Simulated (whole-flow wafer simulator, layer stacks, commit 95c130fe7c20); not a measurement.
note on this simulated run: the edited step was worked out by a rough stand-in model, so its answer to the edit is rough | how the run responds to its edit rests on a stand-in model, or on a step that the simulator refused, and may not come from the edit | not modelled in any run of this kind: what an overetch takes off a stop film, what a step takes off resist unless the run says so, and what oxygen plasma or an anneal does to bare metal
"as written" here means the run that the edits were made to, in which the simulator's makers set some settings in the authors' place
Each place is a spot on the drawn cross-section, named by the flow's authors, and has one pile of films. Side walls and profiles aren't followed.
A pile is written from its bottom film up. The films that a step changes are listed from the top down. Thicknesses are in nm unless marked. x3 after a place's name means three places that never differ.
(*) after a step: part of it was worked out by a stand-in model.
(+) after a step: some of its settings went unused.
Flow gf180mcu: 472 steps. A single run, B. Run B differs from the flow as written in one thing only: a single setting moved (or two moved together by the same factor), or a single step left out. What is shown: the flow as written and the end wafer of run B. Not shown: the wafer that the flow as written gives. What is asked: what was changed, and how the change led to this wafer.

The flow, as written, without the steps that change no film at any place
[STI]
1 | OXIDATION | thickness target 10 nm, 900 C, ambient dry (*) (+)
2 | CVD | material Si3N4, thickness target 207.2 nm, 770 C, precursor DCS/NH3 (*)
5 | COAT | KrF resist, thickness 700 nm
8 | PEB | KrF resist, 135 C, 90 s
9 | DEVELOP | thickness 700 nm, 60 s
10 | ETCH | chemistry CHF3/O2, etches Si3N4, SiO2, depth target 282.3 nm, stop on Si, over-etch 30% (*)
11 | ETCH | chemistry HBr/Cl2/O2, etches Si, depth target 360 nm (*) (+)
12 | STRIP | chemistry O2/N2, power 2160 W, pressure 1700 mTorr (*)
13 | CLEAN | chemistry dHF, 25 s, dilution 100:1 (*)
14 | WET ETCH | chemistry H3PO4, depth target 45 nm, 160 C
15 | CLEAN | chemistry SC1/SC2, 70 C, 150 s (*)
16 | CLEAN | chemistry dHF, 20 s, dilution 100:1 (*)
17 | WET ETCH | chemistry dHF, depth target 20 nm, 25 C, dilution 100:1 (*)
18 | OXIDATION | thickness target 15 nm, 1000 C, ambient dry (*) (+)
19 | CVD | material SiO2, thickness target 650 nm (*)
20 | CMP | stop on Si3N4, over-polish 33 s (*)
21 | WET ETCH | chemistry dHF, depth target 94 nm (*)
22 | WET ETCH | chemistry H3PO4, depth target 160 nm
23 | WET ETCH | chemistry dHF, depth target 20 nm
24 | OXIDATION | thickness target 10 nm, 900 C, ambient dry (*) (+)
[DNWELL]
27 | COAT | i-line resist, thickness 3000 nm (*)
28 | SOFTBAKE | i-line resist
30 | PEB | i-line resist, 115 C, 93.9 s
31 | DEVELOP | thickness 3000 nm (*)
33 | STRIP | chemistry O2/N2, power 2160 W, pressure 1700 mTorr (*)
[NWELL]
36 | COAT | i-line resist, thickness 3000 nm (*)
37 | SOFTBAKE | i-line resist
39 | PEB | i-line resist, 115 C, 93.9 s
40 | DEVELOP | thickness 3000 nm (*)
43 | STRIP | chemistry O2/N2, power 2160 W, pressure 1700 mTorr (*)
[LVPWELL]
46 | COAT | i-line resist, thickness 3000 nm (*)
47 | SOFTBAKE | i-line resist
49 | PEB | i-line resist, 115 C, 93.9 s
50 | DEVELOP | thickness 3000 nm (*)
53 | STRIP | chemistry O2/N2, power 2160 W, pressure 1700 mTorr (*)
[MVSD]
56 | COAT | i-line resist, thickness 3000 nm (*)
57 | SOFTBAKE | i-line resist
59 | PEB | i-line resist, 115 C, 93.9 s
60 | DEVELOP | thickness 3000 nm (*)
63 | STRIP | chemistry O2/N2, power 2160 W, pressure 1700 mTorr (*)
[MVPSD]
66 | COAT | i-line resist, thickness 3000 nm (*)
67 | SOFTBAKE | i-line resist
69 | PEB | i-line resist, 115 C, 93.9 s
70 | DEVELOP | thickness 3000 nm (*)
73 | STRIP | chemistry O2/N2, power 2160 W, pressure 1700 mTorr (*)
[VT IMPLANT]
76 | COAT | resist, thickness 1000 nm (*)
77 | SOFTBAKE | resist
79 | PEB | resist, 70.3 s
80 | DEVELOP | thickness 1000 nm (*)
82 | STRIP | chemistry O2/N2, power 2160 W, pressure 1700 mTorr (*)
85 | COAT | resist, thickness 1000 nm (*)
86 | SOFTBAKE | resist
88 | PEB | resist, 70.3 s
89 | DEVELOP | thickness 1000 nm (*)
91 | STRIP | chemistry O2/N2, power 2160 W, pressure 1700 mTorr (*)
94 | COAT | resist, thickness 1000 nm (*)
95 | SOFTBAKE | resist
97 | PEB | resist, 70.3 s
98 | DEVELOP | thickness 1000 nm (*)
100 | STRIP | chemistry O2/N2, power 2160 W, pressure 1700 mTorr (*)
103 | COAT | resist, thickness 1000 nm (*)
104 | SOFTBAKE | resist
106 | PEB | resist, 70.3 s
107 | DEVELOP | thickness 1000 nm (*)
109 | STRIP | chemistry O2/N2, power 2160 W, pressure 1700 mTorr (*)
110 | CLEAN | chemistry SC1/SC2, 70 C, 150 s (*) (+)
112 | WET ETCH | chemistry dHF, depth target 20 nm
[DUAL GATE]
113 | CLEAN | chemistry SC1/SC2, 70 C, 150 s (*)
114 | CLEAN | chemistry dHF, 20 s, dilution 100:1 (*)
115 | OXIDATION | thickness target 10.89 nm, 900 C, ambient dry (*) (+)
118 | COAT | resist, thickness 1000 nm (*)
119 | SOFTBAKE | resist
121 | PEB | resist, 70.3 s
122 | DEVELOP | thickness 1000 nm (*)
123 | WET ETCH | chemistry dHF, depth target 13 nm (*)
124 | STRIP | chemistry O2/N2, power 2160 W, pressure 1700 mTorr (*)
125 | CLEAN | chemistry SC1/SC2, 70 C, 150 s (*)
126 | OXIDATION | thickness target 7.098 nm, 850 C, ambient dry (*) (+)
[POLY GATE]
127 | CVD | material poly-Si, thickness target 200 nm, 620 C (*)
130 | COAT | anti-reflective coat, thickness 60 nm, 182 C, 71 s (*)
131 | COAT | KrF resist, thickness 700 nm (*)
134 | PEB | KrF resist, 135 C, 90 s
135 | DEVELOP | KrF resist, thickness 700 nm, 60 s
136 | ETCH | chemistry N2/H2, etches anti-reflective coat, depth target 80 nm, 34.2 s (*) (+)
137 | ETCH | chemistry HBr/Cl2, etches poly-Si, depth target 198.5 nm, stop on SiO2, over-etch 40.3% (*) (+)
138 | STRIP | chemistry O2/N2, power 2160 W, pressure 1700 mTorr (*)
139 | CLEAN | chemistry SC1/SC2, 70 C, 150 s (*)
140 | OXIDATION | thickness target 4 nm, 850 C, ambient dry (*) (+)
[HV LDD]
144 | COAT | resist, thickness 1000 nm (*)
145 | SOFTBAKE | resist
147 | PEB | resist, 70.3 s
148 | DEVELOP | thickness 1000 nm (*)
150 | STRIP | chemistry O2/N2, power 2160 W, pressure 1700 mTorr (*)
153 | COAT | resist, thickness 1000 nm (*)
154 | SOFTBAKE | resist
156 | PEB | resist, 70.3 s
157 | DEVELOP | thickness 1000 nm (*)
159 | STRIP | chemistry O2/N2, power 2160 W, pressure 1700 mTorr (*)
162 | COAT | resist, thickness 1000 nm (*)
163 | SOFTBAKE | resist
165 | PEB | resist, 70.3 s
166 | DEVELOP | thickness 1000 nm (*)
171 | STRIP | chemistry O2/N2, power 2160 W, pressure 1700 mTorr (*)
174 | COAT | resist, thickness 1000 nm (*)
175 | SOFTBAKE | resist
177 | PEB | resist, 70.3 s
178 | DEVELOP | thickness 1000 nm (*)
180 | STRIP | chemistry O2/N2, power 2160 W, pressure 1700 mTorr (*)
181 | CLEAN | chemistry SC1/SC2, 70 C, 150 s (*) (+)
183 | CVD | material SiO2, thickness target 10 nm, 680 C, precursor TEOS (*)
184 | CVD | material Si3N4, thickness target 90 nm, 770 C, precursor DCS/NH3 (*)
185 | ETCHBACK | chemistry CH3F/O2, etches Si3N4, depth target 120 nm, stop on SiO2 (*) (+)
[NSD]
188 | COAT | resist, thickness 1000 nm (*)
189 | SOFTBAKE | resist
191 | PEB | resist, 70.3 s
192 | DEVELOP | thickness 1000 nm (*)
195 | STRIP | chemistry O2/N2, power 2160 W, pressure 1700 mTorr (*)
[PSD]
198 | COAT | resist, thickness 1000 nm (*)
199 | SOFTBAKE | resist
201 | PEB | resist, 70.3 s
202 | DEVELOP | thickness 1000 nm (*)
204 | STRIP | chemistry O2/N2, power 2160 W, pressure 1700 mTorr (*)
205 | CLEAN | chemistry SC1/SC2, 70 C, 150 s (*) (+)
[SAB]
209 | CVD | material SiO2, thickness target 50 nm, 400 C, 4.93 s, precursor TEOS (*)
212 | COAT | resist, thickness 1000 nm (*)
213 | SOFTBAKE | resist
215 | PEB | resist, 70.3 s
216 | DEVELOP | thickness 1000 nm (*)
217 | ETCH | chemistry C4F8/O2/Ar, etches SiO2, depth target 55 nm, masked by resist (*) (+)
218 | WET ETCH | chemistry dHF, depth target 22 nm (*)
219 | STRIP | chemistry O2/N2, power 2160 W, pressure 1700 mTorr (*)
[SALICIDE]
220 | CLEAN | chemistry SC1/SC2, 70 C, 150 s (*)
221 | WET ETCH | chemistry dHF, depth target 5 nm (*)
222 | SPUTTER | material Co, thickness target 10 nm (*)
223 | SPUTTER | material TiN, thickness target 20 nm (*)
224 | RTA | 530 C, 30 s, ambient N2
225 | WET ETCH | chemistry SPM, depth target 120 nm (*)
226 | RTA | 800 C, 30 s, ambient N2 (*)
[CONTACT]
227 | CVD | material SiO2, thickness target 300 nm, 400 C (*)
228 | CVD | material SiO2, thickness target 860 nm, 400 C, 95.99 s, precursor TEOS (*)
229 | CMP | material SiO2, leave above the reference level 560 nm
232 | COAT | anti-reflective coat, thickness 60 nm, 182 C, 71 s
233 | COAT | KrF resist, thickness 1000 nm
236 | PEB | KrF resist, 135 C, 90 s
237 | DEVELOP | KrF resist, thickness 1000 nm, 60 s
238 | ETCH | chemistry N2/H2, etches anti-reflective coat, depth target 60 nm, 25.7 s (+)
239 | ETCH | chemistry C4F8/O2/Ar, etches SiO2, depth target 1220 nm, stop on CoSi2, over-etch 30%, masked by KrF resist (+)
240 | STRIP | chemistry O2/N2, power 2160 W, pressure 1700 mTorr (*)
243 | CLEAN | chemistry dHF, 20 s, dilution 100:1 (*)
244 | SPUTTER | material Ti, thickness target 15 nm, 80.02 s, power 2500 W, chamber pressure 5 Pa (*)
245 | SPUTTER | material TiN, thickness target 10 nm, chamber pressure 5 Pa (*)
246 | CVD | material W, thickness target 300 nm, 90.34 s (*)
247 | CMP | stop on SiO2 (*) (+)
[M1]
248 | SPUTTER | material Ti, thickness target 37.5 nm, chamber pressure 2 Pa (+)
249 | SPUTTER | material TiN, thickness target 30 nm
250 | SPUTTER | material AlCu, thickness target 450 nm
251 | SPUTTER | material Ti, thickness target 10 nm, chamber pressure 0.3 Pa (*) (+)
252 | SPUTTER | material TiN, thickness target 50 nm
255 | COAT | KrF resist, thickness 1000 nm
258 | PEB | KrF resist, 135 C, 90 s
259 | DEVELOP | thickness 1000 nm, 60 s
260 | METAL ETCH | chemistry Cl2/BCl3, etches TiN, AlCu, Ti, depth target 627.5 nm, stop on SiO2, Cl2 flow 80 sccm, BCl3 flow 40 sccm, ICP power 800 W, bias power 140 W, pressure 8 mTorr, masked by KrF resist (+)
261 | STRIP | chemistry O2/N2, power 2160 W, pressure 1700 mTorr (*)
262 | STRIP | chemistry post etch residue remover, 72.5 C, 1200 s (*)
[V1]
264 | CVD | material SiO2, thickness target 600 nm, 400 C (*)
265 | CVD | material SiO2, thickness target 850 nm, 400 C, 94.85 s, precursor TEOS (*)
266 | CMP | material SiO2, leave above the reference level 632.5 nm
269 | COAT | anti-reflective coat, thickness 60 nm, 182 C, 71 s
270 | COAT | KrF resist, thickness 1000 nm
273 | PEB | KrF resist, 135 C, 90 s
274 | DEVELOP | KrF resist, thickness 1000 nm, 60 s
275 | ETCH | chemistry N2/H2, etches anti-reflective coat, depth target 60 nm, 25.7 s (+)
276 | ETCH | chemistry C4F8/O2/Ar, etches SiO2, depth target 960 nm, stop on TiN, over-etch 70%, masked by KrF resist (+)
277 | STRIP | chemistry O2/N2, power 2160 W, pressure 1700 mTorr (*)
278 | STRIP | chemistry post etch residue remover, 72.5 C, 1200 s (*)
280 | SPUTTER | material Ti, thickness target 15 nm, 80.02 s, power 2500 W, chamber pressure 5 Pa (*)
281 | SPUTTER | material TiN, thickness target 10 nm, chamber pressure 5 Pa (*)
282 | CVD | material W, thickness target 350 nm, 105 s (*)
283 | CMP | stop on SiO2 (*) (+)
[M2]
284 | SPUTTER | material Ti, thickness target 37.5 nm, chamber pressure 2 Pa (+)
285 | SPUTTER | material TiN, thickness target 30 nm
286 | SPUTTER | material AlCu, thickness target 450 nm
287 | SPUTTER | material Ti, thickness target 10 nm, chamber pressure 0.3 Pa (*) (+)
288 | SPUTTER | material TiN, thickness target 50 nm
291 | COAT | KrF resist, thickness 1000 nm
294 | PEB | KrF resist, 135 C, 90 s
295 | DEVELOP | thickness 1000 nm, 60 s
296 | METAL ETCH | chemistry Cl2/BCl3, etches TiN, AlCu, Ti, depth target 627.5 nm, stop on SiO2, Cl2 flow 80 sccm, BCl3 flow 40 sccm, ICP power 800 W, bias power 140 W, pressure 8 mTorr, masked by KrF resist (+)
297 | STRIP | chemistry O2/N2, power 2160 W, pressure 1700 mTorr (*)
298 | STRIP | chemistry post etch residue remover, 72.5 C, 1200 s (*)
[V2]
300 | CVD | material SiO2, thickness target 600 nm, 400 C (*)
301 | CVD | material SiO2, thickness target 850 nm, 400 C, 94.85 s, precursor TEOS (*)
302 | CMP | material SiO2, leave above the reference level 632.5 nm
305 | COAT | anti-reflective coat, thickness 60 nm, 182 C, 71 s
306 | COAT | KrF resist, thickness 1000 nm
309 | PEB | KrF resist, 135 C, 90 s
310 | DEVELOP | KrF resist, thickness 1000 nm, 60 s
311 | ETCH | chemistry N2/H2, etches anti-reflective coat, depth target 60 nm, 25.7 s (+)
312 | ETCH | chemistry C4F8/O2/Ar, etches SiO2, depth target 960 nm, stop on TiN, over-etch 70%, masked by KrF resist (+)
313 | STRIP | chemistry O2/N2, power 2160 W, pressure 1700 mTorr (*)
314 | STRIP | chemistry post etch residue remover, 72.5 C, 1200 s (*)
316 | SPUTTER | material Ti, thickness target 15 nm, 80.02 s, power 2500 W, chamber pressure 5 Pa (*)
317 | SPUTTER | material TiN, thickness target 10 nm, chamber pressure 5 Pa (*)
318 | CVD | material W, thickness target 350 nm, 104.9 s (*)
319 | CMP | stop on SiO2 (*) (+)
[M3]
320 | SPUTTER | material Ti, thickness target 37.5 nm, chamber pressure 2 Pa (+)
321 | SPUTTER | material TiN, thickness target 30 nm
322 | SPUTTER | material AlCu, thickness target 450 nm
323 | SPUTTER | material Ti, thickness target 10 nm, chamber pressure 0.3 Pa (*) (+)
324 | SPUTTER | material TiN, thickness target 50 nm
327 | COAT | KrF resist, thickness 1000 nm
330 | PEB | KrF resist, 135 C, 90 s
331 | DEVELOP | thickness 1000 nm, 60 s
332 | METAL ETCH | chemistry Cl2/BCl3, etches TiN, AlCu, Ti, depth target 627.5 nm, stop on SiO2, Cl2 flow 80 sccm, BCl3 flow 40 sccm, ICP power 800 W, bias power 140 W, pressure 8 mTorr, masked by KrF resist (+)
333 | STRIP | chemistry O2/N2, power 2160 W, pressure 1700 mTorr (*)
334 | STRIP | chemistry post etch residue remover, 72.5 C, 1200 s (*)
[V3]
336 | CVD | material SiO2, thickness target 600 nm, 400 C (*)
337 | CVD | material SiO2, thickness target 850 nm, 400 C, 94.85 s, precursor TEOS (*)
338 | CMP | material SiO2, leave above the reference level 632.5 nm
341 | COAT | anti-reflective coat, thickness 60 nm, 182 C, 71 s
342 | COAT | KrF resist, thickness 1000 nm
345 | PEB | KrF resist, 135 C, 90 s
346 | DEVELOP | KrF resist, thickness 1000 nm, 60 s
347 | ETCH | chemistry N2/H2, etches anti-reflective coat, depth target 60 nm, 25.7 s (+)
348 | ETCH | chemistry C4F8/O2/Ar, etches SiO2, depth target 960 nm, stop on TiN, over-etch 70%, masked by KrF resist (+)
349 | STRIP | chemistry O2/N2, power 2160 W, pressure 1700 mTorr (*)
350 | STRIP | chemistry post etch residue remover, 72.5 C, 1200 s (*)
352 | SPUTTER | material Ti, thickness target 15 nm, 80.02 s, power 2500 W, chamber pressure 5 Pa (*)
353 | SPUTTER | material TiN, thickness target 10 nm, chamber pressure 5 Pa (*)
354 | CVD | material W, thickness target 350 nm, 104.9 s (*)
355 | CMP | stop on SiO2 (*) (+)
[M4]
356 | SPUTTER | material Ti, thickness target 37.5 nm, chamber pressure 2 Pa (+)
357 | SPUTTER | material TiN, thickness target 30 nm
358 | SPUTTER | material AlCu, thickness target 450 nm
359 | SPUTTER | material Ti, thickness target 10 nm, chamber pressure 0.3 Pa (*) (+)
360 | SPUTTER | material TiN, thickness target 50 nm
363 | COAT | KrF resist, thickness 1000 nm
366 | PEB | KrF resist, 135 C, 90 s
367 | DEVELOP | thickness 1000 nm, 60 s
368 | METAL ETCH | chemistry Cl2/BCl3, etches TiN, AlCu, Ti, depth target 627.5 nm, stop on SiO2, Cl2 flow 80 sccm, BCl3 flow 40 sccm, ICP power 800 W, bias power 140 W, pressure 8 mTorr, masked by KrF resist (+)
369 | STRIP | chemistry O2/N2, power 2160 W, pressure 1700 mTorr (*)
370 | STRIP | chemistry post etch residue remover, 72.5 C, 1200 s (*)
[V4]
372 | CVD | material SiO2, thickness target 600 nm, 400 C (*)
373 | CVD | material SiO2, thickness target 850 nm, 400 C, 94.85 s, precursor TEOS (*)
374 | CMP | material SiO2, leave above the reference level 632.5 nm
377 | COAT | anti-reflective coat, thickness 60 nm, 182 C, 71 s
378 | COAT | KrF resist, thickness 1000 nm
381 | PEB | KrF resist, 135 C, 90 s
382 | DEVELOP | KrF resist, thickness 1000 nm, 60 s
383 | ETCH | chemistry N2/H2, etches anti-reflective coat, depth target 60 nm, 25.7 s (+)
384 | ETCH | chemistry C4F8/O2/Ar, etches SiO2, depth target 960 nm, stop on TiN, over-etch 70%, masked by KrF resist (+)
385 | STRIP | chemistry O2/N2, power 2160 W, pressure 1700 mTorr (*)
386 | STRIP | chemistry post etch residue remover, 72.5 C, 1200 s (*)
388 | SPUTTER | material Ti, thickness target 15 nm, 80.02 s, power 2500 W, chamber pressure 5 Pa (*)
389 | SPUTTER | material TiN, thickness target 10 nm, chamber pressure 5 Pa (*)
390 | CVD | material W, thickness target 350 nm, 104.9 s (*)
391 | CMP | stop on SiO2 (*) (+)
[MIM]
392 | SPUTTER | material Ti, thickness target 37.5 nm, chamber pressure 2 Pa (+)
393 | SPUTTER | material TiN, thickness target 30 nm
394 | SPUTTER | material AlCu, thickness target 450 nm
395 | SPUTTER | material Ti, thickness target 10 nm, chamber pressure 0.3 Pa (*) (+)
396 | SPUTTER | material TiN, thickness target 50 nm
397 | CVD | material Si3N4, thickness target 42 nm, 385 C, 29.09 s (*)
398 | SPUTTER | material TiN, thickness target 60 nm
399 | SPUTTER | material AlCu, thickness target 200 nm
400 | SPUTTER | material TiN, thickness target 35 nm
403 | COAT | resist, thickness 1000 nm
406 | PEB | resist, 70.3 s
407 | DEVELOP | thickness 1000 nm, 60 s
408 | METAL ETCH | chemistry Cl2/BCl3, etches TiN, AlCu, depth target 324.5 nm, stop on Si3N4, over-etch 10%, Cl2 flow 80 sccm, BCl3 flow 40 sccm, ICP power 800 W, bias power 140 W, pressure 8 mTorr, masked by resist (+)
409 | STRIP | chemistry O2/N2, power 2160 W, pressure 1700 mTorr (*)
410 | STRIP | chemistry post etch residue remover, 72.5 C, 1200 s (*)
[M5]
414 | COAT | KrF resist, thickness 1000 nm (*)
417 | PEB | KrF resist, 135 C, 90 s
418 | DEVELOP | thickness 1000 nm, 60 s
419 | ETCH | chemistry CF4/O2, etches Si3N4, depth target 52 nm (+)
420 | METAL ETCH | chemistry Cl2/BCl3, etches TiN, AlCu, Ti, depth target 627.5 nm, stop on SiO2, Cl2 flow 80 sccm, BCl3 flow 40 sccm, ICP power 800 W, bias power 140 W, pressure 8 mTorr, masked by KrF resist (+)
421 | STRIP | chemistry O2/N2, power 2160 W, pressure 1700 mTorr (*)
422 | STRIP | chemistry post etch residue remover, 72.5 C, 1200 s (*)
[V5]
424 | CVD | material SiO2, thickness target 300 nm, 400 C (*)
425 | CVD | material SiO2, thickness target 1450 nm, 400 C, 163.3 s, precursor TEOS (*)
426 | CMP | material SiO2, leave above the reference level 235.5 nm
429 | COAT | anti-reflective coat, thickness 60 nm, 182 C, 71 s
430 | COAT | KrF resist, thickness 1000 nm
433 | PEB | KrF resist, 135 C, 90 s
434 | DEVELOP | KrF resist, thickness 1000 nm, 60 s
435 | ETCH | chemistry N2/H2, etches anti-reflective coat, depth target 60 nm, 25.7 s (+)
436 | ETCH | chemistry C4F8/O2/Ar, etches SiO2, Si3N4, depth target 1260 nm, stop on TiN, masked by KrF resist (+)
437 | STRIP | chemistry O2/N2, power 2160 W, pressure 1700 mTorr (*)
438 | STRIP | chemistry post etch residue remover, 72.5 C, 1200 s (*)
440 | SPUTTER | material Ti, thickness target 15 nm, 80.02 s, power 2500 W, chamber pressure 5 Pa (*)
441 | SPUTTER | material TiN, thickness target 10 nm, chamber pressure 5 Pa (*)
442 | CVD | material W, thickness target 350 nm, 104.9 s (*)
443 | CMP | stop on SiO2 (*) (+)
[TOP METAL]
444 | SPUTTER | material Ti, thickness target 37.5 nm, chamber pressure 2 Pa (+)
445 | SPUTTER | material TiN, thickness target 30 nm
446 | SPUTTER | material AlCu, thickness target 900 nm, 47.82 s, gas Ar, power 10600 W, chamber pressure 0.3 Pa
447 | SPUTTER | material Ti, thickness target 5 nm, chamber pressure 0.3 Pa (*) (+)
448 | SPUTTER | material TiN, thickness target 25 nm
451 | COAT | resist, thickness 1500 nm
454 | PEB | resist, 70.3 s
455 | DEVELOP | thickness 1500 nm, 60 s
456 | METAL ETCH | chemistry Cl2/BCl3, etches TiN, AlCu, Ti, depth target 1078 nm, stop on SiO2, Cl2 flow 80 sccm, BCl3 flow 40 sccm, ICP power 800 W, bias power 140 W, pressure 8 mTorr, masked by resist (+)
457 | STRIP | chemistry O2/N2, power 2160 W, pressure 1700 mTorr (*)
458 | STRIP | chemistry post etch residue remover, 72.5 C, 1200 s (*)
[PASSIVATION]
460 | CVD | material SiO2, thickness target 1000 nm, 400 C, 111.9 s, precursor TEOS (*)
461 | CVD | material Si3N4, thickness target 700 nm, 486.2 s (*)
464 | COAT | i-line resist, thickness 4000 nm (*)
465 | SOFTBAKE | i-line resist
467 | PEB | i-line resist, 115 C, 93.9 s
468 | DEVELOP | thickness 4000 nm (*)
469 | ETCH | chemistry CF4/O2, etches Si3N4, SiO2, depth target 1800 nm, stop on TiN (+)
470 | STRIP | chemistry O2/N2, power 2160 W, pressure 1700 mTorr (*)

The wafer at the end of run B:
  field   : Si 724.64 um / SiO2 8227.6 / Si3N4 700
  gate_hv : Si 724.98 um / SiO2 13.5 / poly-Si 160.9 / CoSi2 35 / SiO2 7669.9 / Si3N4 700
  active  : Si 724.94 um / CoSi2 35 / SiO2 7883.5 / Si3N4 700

Cause: step 126, OXIDATION: thickness target 6.211 nm was run, while the flow as written has thickness target 7.098 nm.

The path from the change to this, step by step:
  126 | OXIDATION | thickness target 7.098 nm, 850 C, ambient dry (*) (+)
      gate_hv, active_hv, active_nat and 25 more: +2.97 SiO2, -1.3 Si (in the flow as written it would be: +3.72 SiO2, -1.64 Si)
      active, n_well, p_well and 12 more: +6.21 SiO2 (new film), -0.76 chemical SiO2 (all of it), -2.4 Si (in the flow as written it would be: +7.1 SiO2 (new film), -0.76 chemical SiO2 (all of it), -2.79 Si)
  189 | SOFTBAKE | resist
      field__w9: -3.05 resist (in the flow as written it would be: +6.92 resist)
  199 | SOFTBAKE | resist
      field__w9: -3.05 resist (in the flow as written it would be: +6.92 resist)
  218 | WET ETCH | chemistry dHF, depth target 22 nm (*)
      active, p_well, sd_n, iso_ptap_pw, iso_ntap_nw, iso_ptap_sub, vpnp_e: -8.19 SiO2 (all of it) (in the flow as written it would be: -9.01 SiO2 (all of it))
      ldn_tap, ldn_src, ldn_drn, ldp_tap, ldp_src, ldp_drn, ldp_gr: -15.3 SiO2 (all of it) (in the flow as written it would be: -16 SiO2 (all of it))
      (as well as at 9 more places)
  223 | SPUTTER | material TiN, thickness target 20 nm (*)
      field__w12: +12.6 TiN (new film) (in the flow as written it would be: +12 TiN (new film))
  225 | WET ETCH | chemistry SPM, depth target 120 nm (*)
      field__w12: -12.6 TiN (all of it), -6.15 Co (all of it) (in the flow as written it would be: -12 TiN (all of it), -6.15 Co (all of it))
